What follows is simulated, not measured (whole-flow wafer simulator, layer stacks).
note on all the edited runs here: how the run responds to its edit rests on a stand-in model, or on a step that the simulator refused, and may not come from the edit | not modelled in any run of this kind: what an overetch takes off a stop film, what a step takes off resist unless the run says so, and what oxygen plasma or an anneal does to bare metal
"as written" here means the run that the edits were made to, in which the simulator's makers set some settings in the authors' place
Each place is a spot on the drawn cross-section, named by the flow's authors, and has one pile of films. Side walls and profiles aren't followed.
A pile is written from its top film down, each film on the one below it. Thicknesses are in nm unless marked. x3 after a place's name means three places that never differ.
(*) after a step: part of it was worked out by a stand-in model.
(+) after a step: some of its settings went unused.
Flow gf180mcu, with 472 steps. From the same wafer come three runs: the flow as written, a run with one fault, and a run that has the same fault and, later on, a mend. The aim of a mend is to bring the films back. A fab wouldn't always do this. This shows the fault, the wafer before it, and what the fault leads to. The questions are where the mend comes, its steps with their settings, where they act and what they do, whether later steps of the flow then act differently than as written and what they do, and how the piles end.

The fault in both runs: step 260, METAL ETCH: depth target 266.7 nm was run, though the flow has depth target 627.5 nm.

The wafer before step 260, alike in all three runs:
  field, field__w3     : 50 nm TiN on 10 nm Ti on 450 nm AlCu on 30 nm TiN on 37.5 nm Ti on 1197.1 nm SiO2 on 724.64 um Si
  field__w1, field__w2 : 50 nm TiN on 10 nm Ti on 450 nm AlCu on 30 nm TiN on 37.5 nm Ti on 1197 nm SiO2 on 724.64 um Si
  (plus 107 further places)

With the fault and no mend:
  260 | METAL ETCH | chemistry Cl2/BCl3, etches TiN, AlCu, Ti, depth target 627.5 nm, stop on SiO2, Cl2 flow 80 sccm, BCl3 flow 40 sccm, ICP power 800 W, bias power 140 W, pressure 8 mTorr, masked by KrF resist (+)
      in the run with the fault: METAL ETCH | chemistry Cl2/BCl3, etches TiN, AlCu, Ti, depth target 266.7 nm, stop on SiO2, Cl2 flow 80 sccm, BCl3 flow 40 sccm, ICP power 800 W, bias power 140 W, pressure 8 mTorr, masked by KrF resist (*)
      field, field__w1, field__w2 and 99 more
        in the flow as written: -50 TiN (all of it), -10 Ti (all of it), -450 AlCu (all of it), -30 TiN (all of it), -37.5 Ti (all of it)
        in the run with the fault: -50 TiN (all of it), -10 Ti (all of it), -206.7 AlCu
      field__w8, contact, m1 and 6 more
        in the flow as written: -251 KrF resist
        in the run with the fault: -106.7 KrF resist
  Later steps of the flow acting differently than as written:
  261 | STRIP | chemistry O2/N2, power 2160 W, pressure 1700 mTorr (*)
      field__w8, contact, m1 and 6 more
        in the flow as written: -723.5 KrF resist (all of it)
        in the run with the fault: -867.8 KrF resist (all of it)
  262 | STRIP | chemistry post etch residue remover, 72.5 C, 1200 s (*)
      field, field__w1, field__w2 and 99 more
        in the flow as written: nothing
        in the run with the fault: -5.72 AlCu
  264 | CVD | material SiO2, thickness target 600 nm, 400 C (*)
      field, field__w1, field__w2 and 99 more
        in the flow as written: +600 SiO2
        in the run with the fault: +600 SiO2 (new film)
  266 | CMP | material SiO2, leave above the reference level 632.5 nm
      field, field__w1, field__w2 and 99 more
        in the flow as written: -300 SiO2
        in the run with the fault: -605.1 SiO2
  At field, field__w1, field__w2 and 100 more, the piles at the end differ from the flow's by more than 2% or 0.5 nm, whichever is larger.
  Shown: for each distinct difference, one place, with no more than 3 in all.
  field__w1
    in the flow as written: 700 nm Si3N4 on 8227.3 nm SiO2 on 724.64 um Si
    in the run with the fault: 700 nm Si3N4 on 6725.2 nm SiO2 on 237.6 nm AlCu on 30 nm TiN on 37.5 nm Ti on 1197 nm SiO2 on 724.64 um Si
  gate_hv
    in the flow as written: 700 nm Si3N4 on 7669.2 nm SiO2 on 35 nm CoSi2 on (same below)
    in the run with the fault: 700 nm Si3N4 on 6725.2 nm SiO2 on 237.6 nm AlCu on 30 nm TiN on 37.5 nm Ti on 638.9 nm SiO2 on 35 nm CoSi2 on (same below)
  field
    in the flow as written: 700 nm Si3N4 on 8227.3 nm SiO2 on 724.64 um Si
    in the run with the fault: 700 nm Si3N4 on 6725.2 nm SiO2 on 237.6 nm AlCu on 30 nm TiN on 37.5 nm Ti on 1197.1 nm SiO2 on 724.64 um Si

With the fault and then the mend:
  The mend follows step 262.
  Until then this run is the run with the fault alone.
  262a | DEHYDRATE | 200 C, 60 s (the flow's step 253 again)
      alters no film at any place that is followed
  262b | HMDS | 120 C, 60 s (the flow's step 254 again)
      alters no film at any place that is followed
  262c | COAT | KrF resist, thickness 1000 nm (*) (the flow's step 255 again)
      iso_ptap_pw, iso_ntap_nw, iso_nw_fld and 33 more
        +1000 KrF resist (new film)
      field_sub__w2, field_sub__w4, ld_gate_n and 13 more
        +1001.7 KrF resist (new film)
      field__w5, field__w6, field__w9 and 9 more
        +1001.8 KrF resist (new film)
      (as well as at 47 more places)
  262d | SOFTBAKE | KrF resist (the flow's step 256 again)
      alters no film at any place that is followed
  262e | EXPOSE | photomask Metal1 (the flow's step 257 again)
      alters no film at any place that is followed
  262f | PEB | KrF resist, 135 C, 90 s (the flow's step 258 again)
      field__w1, field__w2, field__w3 and 58 more
        -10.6 KrF resist
      iso_ptap_pw, iso_ntap_nw, iso_nw_fld and 33 more
        -10.5 KrF resist
      field__w8, m1, polyc_n_rim
        -7.23 KrF resist
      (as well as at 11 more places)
  262g | DEVELOP | thickness 1000 nm, 60 s (the flow's step 259 again)
      iso_ptap_pw, iso_ntap_nw, iso_nw_fld and 33 more
        -989.5 KrF resist (all of it)
      field__w5, field__w9, field_sub__w3 and 16 more
        -991.2 KrF resist (all of it)
      field__w6, field_sub, field_sub__w1 and 10 more
        -991.3 KrF resist (all of it)
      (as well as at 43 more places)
  262h | METAL ETCH | chemistry Cl2/BCl3, etches TiN, AlCu, Ti, depth target 360.8 nm, stop on SiO2, Cl2 flow 80 sccm, BCl3 flow 40 sccm, ICP power 800 W, bias power 140 W, pressure 8 mTorr, masked by KrF resist (+) (the flow's step 260 again, with other settings)
      field, field__w1, field__w2 and 99 more
        -237.6 AlCu (all of it), -30 TiN (all of it), -37.5 Ti (all of it)
      field__w8, contact, m1 and 6 more
        -144.3 KrF resist
  262i | STRIP | chemistry O2/N2, power 2160 W, pressure 1700 mTorr (*) (the flow's step 261 again)
      m1, polyc_n_rim
        -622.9 KrF resist (all of it)
      field__w8
        -623 KrF resist (all of it)
      contact
        -621.5 KrF resist (all of it)
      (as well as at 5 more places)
  262j | STRIP | chemistry post etch residue remover, 72.5 C, 1200 s (*) (the flow's step 262 again)
      field__w8, contact, m1 and 6 more
        -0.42 TiN
  None of the later steps of the flow differs from how it acts as written, at any place that is followed, by more than 2% or 0.5 nm, whichever is larger.
  When the end is reached, the piles differ only a little from the flow's at the places that both follow, at most by 2% or 0.5 nm, whichever is larger.
